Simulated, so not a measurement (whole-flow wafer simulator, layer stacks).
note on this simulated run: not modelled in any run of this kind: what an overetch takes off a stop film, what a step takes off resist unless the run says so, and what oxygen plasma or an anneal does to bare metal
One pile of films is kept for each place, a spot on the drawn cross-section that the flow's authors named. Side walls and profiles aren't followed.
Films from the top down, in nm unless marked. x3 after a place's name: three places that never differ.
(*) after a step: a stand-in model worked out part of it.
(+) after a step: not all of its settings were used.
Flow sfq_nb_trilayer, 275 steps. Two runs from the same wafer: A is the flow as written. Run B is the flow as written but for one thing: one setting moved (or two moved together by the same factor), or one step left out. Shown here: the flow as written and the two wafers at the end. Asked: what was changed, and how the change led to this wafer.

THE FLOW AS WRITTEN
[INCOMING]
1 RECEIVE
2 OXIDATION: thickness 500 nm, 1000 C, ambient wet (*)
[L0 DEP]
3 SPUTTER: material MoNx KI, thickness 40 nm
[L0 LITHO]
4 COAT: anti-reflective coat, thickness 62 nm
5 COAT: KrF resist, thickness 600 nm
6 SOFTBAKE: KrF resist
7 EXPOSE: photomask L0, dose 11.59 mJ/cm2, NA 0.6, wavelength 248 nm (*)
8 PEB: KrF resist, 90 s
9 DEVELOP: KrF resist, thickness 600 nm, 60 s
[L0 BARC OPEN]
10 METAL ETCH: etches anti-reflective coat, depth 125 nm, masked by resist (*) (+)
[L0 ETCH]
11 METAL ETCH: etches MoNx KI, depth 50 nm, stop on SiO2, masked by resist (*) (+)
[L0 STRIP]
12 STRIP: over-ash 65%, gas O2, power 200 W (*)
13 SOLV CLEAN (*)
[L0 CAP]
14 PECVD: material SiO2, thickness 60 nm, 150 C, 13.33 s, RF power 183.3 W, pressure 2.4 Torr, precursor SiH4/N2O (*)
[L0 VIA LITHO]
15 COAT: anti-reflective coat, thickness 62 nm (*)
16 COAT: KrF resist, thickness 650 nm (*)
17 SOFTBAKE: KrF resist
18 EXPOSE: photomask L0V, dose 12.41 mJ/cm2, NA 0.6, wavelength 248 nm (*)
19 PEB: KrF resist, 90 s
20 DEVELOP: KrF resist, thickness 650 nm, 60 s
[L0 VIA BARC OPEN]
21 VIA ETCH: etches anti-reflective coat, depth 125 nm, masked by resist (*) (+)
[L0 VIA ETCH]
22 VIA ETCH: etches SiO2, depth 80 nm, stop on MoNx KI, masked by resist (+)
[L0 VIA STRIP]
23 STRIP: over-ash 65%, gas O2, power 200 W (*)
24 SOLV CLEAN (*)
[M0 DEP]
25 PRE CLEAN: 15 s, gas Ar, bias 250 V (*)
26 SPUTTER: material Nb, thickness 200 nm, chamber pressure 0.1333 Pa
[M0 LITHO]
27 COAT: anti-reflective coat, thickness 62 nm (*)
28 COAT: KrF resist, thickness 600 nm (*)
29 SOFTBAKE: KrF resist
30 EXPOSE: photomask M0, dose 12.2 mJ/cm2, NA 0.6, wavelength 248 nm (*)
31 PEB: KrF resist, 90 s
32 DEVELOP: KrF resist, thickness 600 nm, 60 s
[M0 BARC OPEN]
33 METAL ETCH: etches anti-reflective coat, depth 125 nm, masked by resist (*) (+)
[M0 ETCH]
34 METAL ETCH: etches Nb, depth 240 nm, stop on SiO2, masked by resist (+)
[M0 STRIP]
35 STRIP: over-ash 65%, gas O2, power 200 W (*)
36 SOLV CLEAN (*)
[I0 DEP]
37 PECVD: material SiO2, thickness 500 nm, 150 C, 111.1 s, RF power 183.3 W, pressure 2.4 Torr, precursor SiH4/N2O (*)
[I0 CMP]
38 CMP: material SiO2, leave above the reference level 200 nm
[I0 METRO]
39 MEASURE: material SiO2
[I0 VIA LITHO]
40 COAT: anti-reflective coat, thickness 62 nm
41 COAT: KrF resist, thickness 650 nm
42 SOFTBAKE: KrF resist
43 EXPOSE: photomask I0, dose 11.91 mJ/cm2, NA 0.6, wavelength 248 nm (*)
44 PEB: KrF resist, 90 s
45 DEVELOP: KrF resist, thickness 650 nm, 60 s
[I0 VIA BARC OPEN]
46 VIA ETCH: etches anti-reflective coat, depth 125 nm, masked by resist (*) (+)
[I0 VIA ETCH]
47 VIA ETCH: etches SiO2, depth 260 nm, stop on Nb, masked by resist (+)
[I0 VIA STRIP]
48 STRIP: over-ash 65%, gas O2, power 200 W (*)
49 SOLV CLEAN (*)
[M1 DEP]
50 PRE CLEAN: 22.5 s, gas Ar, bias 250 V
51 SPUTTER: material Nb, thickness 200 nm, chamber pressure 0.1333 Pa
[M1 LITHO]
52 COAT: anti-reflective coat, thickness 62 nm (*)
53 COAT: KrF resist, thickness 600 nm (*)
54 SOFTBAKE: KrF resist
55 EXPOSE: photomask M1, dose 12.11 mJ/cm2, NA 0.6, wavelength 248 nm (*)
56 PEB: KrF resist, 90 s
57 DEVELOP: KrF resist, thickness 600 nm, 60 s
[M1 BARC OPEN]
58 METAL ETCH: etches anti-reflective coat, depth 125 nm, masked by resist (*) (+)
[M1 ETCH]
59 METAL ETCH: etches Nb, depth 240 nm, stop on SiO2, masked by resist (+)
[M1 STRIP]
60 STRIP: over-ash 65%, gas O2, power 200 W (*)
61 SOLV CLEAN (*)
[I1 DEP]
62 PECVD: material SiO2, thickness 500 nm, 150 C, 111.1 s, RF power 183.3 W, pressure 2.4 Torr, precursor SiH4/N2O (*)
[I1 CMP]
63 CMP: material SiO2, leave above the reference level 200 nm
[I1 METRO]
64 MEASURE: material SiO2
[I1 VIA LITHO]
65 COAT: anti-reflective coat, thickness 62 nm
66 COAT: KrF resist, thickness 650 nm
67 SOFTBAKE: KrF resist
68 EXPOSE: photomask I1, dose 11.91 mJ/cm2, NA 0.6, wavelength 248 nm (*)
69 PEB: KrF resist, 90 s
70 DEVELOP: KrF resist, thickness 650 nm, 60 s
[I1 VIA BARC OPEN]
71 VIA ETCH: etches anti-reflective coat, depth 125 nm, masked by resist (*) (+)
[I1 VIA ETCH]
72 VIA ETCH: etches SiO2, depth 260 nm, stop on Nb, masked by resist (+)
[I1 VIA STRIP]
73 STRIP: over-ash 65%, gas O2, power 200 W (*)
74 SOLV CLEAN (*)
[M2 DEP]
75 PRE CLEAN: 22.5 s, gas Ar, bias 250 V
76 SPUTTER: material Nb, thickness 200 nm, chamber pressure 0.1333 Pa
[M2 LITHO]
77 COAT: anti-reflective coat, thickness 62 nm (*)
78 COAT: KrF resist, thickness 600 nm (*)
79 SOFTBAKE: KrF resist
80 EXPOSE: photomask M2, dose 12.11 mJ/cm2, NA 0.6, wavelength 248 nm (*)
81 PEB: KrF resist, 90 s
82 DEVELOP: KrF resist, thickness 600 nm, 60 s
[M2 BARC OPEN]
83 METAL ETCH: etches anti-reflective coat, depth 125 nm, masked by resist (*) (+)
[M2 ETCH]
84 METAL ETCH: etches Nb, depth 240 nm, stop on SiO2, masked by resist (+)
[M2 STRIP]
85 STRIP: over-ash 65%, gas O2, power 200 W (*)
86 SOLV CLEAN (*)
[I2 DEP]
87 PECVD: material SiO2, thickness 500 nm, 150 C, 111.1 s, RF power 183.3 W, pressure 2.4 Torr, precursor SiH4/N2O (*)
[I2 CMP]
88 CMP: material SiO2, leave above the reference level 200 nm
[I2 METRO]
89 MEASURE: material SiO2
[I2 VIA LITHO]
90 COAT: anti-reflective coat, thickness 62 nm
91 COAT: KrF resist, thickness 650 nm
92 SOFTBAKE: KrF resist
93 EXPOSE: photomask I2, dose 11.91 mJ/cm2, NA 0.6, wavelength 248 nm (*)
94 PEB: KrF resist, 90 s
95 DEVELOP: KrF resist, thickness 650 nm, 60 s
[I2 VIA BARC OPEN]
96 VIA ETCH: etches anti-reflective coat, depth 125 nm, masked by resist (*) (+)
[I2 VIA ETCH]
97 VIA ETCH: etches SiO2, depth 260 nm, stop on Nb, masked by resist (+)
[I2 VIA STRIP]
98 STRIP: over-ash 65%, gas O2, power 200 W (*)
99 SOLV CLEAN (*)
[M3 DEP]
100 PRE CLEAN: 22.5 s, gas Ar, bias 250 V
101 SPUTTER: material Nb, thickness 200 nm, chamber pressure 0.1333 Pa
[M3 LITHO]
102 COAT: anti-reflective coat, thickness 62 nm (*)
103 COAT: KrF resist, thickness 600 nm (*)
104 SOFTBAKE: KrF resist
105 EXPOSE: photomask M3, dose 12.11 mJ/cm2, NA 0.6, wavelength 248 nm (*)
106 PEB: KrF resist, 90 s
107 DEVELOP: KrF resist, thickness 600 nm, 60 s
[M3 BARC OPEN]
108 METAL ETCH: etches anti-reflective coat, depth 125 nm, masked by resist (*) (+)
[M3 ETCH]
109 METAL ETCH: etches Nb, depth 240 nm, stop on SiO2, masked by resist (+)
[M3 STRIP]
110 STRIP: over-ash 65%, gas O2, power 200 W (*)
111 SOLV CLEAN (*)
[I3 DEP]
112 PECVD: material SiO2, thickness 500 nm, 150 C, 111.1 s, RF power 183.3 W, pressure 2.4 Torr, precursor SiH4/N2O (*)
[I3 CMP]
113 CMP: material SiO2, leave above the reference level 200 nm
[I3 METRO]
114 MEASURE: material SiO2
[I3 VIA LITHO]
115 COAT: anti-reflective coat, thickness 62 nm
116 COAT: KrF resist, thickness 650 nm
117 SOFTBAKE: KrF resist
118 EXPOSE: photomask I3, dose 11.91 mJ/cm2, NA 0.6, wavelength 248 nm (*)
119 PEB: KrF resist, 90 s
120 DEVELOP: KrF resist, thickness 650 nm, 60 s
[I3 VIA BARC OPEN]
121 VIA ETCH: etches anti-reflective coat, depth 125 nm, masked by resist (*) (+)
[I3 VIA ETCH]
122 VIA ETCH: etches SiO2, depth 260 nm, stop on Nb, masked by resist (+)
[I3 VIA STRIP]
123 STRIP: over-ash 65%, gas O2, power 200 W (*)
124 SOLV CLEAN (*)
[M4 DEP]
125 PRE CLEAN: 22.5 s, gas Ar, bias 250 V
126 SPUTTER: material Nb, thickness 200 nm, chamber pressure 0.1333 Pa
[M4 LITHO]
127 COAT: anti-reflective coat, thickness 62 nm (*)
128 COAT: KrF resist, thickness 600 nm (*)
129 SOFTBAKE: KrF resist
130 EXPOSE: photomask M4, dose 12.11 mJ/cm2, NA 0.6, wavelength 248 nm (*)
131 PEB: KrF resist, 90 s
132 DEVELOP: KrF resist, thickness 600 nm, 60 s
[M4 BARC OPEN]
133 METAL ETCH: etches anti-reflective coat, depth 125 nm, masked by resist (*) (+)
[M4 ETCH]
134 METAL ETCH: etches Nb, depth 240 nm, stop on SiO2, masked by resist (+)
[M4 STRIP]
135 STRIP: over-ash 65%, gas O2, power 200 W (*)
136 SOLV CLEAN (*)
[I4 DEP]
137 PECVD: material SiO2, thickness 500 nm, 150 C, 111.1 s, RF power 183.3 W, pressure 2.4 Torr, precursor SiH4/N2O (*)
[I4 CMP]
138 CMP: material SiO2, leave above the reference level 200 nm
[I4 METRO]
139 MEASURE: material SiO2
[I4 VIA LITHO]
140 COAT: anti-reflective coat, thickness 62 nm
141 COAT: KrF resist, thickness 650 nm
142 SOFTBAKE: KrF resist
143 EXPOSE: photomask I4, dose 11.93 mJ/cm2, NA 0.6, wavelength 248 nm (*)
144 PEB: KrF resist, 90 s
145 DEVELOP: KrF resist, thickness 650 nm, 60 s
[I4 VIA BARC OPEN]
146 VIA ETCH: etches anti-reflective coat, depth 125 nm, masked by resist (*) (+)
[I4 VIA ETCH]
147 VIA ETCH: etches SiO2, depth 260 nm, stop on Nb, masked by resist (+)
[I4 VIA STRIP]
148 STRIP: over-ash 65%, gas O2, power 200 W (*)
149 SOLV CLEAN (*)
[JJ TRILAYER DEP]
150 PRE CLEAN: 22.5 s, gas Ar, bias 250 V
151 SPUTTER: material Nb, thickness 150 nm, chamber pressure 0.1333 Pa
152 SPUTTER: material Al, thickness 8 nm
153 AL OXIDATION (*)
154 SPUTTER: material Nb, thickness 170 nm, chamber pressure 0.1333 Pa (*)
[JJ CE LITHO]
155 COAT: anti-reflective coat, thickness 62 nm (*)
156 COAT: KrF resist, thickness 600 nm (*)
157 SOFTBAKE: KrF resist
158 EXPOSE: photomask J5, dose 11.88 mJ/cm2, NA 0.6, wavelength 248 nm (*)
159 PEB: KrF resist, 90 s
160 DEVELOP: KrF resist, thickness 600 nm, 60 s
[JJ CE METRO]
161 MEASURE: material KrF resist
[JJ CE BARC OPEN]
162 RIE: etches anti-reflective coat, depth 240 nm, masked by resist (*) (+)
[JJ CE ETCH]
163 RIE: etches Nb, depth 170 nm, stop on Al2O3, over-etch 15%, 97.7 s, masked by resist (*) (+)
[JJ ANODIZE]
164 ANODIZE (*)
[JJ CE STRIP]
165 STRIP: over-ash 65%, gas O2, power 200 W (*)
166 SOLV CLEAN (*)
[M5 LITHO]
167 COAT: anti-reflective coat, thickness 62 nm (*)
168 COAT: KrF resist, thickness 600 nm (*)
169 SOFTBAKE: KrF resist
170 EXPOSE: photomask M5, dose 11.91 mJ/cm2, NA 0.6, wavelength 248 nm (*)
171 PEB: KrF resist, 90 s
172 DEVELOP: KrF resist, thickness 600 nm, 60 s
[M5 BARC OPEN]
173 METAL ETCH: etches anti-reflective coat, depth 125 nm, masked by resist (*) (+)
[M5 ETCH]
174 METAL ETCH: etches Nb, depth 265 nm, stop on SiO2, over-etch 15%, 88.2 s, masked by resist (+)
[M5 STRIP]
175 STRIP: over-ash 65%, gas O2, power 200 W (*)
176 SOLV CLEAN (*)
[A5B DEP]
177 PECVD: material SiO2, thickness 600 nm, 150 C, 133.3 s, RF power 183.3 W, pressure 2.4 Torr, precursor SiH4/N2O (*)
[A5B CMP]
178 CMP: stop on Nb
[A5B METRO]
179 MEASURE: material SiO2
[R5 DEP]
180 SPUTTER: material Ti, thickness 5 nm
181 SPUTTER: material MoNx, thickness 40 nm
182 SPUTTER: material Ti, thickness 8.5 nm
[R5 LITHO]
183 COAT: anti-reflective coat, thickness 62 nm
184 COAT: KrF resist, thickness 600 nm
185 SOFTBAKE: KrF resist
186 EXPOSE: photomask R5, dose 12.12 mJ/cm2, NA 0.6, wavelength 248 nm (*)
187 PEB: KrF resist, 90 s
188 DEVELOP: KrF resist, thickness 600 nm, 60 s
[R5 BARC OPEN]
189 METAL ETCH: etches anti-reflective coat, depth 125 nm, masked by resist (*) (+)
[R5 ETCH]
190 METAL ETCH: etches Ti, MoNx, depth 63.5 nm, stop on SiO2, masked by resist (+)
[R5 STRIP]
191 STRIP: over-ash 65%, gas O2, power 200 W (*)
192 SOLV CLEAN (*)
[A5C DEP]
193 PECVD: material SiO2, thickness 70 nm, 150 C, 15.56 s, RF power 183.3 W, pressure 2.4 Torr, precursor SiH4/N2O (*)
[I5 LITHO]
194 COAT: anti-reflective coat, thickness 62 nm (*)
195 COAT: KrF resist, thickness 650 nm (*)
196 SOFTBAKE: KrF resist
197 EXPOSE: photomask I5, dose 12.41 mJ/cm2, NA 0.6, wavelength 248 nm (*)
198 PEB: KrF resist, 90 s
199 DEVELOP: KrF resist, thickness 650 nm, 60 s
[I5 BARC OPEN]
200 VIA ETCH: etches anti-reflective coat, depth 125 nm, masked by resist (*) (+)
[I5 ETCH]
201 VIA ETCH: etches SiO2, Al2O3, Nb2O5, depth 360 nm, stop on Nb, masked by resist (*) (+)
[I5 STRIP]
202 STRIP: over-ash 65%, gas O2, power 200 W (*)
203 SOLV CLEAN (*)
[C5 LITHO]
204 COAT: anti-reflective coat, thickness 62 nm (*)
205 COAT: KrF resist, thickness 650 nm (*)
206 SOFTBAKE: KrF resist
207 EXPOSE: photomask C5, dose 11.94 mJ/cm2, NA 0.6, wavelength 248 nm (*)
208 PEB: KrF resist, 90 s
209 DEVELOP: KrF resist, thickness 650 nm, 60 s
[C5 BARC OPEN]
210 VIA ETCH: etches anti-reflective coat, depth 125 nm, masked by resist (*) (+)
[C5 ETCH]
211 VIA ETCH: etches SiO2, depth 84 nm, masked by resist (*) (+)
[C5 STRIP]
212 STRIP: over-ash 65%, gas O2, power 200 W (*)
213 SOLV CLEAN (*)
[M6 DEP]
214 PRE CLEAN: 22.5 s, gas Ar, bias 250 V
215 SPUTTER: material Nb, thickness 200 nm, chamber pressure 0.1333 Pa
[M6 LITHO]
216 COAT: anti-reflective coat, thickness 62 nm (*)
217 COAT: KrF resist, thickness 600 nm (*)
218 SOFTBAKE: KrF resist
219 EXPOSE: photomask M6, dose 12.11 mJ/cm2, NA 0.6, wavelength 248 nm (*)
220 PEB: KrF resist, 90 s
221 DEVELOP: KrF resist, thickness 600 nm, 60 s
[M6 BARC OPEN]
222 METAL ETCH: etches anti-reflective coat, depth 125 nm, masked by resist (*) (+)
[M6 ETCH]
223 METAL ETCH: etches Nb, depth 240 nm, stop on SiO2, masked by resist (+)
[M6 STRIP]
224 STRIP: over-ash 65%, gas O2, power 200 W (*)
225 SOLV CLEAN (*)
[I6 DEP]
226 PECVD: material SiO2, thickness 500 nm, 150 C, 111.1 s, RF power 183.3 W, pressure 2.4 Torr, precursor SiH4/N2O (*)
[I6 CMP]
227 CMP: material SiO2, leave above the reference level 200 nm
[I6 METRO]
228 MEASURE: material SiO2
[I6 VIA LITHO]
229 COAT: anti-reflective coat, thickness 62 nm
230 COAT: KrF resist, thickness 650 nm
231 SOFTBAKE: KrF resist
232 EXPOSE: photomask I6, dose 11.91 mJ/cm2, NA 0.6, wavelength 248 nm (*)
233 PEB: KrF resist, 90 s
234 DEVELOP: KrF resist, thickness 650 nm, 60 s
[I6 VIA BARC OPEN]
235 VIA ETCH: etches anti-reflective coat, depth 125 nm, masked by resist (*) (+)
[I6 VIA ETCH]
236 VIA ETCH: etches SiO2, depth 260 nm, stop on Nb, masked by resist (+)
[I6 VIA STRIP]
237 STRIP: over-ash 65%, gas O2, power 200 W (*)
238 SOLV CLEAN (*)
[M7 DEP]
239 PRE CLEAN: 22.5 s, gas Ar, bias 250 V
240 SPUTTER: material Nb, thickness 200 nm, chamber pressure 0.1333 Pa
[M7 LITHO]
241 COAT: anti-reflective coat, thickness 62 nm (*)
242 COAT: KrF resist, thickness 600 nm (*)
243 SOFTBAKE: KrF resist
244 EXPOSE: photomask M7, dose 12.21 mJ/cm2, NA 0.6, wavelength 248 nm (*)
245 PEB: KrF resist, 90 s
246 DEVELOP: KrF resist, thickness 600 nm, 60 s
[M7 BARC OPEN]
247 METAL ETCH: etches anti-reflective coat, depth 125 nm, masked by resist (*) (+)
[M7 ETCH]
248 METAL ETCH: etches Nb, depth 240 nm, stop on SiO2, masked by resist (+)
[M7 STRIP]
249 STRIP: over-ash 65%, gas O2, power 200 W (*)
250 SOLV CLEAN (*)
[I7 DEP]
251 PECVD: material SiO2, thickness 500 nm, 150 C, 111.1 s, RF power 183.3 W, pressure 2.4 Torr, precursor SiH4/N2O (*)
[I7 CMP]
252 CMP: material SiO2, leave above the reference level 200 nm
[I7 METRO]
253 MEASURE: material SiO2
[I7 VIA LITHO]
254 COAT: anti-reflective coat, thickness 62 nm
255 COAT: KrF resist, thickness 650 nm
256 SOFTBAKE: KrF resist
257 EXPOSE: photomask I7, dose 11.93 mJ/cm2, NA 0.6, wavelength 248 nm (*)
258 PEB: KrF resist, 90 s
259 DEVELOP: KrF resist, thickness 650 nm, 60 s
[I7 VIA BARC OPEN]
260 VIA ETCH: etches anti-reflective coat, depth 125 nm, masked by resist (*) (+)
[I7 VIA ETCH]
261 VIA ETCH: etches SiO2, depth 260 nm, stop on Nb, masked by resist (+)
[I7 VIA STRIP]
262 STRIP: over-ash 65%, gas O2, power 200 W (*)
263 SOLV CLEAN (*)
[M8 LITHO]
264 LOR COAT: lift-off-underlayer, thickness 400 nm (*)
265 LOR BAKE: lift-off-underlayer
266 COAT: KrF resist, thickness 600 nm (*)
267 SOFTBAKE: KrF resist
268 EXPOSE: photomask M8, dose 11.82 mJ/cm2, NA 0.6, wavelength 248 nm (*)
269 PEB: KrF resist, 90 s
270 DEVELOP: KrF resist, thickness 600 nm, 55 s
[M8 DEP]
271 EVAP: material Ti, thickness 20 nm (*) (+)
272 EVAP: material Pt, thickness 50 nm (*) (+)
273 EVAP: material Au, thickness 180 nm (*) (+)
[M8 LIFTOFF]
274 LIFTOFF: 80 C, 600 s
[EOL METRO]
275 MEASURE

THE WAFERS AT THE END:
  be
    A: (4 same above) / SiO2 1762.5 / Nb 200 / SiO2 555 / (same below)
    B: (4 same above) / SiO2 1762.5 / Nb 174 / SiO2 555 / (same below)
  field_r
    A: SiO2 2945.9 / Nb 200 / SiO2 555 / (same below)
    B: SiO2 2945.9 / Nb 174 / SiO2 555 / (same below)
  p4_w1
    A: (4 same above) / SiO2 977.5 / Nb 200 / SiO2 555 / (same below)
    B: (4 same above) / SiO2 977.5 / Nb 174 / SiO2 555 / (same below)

The cause: step 26, SPUTTER: thickness 174 nm was run, where the flow has thickness 200 nm.
It can be read off the wafer: be has Nb 174, and step 26 as written asks for 200 nm.

How the change led to this, step by step:
  26 SPUTTER: material Nb, thickness 200 nm, chamber pressure 0.1333 Pa
      field_l, v_sur, via_wl and 102 more: A Nb +200 (new film) | B Nb +174 (new film)
      l0v: A Nb +195.7 (new film) | B Nb +169.7 (new film)
  34 METAL ETCH: etches Nb, depth 240 nm, stop on SiO2, masked by resist (+)
      moat, m0r_space_l, m0r_space_r: A Nb -200 (all of it) | B Nb -174 (all of it)
  37 PECVD: material SiO2, thickness 500 nm, 150 C, 111.1 s, RF power 183.3 W, pressure 2.4 Torr, precursor SiH4/N2O (*)
      moat, m0r_space_l, m0r_space_r: A SiO2 +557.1 | B SiO2 +531.1
